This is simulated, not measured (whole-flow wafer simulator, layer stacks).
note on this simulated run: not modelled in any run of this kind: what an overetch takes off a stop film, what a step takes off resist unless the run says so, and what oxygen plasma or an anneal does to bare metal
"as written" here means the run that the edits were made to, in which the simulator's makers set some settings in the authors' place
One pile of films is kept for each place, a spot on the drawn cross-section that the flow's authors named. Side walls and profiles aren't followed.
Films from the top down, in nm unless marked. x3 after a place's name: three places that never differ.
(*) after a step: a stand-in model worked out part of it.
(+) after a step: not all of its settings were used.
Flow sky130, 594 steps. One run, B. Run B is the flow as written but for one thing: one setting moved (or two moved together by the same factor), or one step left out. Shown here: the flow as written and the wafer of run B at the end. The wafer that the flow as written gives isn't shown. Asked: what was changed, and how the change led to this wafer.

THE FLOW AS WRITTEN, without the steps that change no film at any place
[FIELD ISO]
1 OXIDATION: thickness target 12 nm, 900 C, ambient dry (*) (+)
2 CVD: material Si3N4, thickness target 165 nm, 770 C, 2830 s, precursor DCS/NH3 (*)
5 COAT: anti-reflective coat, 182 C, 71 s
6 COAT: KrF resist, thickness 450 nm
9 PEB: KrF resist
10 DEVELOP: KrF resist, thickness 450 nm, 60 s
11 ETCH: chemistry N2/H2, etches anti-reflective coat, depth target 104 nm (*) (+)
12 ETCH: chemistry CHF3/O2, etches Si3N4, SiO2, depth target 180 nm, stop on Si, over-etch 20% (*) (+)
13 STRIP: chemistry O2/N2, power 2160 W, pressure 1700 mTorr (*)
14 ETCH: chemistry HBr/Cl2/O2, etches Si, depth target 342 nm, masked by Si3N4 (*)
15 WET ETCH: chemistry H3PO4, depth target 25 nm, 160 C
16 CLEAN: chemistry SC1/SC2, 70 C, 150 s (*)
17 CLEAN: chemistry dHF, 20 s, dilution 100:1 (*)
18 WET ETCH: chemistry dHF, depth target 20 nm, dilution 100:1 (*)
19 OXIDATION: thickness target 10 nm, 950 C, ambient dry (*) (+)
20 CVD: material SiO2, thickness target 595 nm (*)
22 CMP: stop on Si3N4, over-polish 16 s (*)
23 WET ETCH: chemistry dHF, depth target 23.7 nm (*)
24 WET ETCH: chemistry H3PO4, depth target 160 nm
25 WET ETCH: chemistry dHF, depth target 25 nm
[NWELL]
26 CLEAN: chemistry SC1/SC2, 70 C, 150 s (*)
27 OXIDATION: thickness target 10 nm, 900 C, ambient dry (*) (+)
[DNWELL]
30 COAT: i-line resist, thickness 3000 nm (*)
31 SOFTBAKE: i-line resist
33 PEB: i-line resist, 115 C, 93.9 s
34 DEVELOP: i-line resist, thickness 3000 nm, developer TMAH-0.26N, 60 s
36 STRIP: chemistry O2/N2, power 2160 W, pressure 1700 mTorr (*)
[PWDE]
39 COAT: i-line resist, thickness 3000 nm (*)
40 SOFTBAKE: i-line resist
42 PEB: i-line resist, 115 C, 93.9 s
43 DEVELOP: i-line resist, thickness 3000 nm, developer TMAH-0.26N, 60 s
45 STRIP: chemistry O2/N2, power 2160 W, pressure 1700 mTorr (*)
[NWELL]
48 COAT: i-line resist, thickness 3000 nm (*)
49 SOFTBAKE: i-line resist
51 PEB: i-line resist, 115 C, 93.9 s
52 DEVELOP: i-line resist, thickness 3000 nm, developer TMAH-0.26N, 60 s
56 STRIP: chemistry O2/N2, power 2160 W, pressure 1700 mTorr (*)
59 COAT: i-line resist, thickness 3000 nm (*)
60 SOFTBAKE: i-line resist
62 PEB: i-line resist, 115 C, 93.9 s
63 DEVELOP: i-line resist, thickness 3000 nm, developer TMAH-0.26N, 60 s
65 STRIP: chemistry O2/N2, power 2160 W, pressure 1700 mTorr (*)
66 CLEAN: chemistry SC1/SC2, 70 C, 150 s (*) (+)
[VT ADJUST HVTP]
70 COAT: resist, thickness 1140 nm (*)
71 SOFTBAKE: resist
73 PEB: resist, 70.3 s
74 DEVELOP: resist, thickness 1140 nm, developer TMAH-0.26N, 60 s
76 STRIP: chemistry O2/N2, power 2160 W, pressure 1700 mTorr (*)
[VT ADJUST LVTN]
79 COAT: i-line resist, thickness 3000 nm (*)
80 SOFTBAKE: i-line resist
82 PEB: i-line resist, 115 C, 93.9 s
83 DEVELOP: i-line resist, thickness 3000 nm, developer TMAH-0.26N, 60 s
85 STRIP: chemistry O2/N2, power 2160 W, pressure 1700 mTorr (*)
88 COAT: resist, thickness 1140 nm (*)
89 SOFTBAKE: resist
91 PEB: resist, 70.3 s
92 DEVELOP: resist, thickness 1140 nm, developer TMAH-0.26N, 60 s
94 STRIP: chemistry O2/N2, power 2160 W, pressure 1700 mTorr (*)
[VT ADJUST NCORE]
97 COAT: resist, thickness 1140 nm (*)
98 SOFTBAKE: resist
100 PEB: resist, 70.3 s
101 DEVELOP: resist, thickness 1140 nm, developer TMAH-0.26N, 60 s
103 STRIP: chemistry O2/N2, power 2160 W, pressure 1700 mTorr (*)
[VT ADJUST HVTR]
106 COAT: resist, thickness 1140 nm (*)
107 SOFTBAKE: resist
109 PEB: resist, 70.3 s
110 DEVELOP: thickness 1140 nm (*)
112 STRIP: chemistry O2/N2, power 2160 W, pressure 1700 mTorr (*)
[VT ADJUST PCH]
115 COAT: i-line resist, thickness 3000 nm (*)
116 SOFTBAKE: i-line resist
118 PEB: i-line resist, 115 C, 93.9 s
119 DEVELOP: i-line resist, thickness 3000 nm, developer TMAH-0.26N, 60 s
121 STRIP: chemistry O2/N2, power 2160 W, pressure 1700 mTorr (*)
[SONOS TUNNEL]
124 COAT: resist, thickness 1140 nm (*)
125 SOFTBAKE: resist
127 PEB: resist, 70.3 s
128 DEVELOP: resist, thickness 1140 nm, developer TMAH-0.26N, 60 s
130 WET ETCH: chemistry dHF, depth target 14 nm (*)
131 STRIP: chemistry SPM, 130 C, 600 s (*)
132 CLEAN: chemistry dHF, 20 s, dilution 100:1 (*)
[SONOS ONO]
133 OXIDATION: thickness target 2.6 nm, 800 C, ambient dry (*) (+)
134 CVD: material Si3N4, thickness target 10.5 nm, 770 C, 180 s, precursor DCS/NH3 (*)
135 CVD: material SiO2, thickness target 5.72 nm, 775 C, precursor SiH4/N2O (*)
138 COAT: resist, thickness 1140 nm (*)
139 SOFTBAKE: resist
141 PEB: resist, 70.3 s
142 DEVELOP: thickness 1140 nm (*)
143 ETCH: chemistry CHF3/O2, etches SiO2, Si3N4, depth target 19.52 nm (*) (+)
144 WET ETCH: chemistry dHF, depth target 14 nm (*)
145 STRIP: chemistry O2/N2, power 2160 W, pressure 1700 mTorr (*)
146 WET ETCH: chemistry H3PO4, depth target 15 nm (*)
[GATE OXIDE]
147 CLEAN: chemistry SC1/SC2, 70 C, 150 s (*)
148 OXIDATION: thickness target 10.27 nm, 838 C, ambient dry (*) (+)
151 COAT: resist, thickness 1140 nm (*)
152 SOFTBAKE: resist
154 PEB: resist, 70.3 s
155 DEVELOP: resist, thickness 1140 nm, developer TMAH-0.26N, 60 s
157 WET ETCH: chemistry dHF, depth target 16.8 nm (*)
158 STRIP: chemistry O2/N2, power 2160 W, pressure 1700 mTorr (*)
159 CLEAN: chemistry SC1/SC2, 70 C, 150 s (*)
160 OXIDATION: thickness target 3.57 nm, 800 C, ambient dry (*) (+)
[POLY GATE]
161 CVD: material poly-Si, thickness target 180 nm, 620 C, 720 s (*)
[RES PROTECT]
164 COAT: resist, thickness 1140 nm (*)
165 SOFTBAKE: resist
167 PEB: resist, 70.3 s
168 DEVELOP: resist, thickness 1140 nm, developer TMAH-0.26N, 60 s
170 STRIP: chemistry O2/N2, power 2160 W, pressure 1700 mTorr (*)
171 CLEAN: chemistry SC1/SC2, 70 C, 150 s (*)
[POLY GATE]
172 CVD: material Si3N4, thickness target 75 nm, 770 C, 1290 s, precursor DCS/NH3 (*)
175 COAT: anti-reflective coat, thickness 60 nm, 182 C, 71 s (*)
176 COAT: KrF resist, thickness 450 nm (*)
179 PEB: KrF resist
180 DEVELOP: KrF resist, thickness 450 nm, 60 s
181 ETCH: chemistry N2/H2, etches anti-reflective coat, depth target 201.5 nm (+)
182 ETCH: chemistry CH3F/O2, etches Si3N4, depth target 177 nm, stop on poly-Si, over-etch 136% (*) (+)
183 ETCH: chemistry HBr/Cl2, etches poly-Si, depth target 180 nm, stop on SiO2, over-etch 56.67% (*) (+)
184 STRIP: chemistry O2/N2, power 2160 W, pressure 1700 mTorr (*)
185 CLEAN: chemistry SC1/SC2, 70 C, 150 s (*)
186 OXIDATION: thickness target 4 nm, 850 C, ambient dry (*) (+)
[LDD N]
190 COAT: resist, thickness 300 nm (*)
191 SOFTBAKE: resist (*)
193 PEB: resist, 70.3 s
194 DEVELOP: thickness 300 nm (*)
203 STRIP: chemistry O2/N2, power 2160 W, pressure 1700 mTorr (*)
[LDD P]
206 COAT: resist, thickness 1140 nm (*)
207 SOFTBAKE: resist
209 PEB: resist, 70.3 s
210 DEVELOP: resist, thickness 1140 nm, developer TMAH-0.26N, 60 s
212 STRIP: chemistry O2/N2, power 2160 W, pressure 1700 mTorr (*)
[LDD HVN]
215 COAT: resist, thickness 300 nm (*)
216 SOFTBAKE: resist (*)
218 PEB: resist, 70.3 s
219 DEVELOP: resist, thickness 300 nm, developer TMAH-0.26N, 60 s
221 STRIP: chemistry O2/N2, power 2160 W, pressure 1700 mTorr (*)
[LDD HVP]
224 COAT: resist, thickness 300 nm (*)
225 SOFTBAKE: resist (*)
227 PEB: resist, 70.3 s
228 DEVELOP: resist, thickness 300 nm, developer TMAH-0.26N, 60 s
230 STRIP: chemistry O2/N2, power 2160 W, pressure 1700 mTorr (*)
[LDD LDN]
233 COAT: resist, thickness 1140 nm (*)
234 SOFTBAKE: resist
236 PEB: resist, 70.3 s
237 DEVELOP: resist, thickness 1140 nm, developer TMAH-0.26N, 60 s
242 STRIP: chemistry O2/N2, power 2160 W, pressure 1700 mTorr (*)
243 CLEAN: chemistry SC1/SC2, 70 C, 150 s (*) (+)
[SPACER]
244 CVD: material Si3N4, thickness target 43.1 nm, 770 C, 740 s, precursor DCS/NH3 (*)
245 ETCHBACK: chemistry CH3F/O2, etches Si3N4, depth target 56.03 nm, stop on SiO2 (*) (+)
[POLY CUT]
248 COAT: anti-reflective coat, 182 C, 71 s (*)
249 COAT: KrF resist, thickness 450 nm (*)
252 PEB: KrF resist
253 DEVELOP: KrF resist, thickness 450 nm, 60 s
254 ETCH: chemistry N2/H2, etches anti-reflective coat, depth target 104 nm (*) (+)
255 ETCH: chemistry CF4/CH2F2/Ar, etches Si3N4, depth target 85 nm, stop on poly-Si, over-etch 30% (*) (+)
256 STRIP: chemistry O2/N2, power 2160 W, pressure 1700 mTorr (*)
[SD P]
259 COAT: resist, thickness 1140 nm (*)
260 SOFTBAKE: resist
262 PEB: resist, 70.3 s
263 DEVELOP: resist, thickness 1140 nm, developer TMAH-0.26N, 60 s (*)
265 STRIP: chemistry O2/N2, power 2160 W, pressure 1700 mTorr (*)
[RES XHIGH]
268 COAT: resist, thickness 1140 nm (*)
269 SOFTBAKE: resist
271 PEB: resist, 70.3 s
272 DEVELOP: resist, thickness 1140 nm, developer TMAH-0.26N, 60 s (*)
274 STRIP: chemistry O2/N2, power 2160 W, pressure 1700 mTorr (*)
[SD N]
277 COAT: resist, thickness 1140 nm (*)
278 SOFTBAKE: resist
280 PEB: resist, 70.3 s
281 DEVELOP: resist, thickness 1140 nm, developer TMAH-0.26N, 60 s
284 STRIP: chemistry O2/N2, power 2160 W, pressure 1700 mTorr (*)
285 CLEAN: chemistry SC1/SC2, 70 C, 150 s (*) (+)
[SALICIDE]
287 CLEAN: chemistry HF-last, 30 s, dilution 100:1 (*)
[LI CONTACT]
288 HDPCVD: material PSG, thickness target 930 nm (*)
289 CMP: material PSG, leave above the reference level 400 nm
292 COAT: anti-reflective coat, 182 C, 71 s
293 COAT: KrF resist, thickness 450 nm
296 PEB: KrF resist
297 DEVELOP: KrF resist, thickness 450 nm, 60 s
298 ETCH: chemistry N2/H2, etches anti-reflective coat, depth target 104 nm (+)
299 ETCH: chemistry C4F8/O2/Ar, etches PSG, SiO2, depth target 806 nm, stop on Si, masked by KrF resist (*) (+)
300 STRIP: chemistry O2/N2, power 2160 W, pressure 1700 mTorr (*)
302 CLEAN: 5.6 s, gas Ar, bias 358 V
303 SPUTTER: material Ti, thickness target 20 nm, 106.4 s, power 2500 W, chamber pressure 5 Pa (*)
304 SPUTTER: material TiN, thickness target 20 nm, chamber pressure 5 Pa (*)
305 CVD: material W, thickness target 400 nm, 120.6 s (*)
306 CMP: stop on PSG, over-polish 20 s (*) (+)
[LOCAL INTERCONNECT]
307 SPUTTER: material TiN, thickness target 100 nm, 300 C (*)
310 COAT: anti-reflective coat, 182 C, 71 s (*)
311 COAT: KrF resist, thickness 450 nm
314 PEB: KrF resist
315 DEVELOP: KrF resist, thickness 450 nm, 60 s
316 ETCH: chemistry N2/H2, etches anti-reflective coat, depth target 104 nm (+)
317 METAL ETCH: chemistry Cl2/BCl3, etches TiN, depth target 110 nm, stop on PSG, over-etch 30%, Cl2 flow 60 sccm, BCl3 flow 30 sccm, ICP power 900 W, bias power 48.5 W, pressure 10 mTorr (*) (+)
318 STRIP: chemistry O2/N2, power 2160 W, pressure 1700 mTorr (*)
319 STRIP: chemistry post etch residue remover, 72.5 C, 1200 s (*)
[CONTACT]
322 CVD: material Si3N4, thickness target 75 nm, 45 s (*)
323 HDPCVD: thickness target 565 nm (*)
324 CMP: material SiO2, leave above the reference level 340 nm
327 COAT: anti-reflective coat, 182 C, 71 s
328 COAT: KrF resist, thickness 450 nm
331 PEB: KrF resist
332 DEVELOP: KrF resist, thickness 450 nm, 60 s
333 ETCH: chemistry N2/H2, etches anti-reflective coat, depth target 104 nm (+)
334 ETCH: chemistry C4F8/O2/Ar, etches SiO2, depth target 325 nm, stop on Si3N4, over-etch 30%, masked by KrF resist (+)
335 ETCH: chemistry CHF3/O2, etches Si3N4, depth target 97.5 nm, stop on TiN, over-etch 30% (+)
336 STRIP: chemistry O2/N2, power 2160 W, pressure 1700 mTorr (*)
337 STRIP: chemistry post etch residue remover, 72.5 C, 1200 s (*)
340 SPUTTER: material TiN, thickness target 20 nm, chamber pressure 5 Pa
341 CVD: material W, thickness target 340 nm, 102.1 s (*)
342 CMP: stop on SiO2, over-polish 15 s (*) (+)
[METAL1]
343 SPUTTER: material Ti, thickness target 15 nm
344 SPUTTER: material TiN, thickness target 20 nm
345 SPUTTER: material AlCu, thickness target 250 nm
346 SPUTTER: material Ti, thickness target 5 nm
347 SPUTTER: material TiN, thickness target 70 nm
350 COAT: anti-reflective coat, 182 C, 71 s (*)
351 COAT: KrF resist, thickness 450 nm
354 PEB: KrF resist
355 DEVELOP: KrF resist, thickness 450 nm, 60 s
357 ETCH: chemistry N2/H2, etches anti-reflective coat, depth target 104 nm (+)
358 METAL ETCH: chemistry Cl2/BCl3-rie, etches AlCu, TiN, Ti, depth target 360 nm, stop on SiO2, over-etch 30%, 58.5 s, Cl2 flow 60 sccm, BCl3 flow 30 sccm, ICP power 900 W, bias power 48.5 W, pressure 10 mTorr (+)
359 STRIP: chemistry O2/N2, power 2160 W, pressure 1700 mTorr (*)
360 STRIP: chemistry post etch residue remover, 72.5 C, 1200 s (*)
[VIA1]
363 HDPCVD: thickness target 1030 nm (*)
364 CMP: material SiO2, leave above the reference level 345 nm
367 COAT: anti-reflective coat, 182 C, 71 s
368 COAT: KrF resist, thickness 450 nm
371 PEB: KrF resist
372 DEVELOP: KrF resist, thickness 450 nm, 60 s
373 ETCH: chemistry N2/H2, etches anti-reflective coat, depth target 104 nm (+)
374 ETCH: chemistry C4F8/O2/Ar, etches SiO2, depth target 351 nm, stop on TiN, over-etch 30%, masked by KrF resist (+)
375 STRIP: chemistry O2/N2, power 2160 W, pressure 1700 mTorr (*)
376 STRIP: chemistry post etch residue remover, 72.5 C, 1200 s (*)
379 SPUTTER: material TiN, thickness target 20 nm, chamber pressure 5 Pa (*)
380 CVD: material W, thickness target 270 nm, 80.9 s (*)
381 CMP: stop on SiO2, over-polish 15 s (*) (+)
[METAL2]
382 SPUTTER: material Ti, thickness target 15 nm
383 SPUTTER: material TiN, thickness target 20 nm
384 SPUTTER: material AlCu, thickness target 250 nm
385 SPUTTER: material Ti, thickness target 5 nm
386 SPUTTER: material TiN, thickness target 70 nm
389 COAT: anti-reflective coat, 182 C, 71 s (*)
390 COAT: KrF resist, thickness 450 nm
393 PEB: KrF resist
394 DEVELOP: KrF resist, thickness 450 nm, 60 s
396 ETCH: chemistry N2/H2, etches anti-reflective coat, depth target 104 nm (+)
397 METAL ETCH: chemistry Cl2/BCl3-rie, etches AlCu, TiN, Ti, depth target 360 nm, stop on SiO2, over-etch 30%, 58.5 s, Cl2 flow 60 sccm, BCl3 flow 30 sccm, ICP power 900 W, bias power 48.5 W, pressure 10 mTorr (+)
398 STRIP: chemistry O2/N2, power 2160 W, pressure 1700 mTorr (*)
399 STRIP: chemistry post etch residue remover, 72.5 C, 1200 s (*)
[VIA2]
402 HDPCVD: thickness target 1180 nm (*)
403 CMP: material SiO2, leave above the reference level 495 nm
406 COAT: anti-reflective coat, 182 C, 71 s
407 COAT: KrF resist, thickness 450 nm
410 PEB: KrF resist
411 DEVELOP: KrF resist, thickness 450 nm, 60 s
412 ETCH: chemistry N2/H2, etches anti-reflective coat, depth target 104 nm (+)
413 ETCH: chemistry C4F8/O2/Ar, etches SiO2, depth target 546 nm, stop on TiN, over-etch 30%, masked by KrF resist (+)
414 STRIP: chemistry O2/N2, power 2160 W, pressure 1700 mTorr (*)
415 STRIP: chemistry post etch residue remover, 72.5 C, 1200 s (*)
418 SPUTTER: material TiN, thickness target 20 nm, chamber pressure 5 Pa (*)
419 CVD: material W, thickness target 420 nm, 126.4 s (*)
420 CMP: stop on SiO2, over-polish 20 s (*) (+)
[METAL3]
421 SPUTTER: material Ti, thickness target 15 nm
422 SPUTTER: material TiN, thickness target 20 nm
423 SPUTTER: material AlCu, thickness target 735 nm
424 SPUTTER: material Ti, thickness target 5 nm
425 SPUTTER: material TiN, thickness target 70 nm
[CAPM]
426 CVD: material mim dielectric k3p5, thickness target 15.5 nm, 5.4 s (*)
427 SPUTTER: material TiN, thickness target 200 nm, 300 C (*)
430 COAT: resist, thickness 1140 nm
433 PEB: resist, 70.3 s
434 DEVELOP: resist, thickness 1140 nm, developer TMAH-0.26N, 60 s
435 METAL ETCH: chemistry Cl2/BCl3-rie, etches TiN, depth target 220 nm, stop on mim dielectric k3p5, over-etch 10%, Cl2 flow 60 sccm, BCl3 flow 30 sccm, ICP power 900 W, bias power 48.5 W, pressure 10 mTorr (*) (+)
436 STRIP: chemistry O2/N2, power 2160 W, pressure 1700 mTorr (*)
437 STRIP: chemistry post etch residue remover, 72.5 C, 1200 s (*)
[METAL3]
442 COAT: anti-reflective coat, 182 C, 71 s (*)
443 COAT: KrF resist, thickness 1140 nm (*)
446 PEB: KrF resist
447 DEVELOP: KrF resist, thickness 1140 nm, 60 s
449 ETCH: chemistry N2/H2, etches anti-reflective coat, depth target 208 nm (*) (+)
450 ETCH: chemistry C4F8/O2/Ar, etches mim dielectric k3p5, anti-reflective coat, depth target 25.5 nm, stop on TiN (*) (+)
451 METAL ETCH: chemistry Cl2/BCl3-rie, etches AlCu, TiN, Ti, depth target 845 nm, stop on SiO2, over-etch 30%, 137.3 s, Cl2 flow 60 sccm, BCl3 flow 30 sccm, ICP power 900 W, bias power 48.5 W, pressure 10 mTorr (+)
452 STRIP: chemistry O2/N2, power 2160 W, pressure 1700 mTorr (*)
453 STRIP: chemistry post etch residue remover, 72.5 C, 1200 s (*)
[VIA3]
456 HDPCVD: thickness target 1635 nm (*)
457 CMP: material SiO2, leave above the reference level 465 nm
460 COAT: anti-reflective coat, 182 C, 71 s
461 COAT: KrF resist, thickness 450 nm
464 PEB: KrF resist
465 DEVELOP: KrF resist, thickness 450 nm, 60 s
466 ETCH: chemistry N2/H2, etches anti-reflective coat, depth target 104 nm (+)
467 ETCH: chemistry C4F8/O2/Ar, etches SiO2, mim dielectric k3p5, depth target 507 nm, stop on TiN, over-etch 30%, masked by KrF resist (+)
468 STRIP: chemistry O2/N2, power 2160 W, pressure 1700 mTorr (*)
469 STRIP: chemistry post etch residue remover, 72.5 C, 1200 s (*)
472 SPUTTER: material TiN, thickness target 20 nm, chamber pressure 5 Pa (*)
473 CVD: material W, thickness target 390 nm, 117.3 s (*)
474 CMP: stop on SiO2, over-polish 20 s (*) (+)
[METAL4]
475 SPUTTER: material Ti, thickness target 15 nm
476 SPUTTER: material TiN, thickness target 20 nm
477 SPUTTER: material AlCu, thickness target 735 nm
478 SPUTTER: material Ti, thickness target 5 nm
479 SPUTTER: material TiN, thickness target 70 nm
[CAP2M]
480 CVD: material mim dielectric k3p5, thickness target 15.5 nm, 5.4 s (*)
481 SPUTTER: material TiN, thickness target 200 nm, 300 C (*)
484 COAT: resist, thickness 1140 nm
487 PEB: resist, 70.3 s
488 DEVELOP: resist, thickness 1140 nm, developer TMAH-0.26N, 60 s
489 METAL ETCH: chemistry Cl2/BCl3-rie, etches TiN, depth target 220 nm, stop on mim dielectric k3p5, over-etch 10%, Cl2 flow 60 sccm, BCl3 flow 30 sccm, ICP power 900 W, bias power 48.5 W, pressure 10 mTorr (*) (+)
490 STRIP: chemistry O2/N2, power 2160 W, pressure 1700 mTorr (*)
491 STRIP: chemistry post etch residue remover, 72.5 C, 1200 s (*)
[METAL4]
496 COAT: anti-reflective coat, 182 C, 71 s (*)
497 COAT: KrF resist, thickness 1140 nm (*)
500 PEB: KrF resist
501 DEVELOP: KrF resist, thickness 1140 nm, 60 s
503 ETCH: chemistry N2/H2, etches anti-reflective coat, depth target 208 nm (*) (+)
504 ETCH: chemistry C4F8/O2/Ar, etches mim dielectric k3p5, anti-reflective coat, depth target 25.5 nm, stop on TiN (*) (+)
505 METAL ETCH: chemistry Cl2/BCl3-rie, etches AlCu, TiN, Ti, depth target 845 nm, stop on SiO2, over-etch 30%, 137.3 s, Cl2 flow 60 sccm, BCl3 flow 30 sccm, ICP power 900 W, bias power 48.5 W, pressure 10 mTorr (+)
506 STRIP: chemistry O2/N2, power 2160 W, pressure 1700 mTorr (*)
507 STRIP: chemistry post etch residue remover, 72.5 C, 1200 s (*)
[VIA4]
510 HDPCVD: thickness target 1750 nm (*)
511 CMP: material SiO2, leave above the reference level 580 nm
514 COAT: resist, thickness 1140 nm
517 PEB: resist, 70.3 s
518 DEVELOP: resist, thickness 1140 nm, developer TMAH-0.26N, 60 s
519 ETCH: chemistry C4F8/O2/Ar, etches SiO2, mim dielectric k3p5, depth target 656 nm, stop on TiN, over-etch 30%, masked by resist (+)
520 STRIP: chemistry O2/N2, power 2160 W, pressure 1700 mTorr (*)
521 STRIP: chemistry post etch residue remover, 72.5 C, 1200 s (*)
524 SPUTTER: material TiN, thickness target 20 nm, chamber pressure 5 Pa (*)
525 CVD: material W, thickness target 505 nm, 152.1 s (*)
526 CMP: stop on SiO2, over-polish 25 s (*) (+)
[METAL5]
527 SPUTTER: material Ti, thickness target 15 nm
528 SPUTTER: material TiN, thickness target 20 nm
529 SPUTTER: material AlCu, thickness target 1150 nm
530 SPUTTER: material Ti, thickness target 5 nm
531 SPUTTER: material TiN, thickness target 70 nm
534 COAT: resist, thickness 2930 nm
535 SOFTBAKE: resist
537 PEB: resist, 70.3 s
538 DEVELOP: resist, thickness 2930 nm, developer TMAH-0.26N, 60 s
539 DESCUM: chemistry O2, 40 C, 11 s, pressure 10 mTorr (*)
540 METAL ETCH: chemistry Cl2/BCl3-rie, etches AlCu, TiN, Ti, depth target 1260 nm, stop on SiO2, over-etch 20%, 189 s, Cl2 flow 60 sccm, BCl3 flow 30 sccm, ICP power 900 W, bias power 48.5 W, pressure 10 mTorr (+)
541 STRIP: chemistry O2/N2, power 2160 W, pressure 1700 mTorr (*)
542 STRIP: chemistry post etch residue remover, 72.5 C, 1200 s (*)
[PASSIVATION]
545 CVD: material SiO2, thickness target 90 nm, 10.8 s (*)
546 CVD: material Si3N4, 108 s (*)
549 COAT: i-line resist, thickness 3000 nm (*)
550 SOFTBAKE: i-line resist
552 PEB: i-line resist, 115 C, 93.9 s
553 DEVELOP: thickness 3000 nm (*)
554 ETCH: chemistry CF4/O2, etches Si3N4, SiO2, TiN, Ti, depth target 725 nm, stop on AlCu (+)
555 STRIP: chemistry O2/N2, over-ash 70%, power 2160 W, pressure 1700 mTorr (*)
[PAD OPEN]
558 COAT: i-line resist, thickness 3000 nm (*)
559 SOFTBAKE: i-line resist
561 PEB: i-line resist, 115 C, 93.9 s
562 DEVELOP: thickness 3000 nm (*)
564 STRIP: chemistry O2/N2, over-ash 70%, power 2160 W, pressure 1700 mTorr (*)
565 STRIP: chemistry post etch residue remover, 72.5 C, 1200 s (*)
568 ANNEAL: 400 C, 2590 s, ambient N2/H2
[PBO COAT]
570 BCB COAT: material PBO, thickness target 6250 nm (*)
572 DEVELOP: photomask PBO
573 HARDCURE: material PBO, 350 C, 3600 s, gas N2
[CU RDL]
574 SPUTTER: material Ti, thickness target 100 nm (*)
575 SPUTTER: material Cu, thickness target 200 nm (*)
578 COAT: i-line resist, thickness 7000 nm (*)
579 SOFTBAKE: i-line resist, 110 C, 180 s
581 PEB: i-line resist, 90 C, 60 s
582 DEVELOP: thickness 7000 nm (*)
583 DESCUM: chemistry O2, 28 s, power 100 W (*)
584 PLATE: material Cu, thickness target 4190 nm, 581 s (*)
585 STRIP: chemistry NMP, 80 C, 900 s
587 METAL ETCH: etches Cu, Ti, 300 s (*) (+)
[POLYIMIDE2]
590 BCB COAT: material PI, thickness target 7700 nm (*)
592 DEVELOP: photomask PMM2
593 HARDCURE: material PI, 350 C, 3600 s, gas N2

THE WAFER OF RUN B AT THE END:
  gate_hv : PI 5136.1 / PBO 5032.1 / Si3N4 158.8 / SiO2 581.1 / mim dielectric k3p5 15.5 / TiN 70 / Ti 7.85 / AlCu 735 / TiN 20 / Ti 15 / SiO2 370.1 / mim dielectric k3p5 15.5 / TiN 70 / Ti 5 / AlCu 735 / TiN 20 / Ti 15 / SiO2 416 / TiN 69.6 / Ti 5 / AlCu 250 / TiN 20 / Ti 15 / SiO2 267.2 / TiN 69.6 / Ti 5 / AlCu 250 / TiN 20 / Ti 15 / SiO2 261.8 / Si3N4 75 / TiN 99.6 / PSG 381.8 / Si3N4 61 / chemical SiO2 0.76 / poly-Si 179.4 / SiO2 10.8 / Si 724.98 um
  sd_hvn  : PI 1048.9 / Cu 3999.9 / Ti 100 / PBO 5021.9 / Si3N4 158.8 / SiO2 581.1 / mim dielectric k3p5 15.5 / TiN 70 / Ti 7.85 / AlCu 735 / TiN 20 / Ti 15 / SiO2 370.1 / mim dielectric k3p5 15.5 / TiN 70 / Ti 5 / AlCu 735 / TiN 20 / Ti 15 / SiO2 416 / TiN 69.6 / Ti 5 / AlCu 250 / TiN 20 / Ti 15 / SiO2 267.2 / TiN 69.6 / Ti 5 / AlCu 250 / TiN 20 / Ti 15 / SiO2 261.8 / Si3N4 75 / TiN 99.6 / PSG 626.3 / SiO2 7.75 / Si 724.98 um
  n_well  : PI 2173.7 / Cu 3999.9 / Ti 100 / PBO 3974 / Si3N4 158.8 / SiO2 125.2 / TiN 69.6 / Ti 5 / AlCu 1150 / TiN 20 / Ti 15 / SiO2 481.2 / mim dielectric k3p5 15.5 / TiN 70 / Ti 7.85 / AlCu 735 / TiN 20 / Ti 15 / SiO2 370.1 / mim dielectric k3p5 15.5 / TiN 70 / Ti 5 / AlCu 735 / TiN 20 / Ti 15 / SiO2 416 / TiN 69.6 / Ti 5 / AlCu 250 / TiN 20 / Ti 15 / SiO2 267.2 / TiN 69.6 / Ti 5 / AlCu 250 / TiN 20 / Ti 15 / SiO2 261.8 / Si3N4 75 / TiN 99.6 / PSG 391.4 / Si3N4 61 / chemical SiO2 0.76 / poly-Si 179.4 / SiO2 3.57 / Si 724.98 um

The cause: step 478, SPUTTER: thickness target 7.85 nm was run, where the flow has thickness target 5 nm.
It can be read off the wafer: gate_hv has Ti 7.85, and step 478 as written asks for 5 nm.

How the change led to this, step by step:
  478 SPUTTER: material Ti, thickness target 5 nm
      field, active, n_well and 189 more: Ti +7.85 (new film) (as written it would be: Ti +5 (new film))
  505 METAL ETCH: chemistry Cl2/BCl3-rie, etches AlCu, TiN, Ti, depth target 845 nm, stop on SiO2, over-etch 30%, 137.3 s, Cl2 flow 60 sccm, BCl3 flow 30 sccm, ICP power 900 W, bias power 48.5 W, pressure 10 mTorr (+)
      field, gate, spacer and 68 more: TiN -70 (all of it), Ti -7.85 (all of it), AlCu -735 (all of it), TiN -20 (all of it), Ti -15 (all of it), SiO2 -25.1 (as written it would be: TiN -70 (all of it), Ti -5 (all of it), AlCu -735 (all of it), TiN -20 (all of it), Ti -15 (all of it), SiO2 -25.4)
      active, vpp_iso1, mim_edge_plate and 14 more: TiN -70 (all of it), Ti -7.85 (all of it), AlCu -735 (all of it), TiN -20 (all of it), Ti -15 (all of it), SiO2 -25.1 (as written it would be: TiN -70 (all of it), Ti -5 (all of it), AlCu -735 (all of it), TiN -20 (all of it), Ti -15 (all of it), SiO2 -25.3)
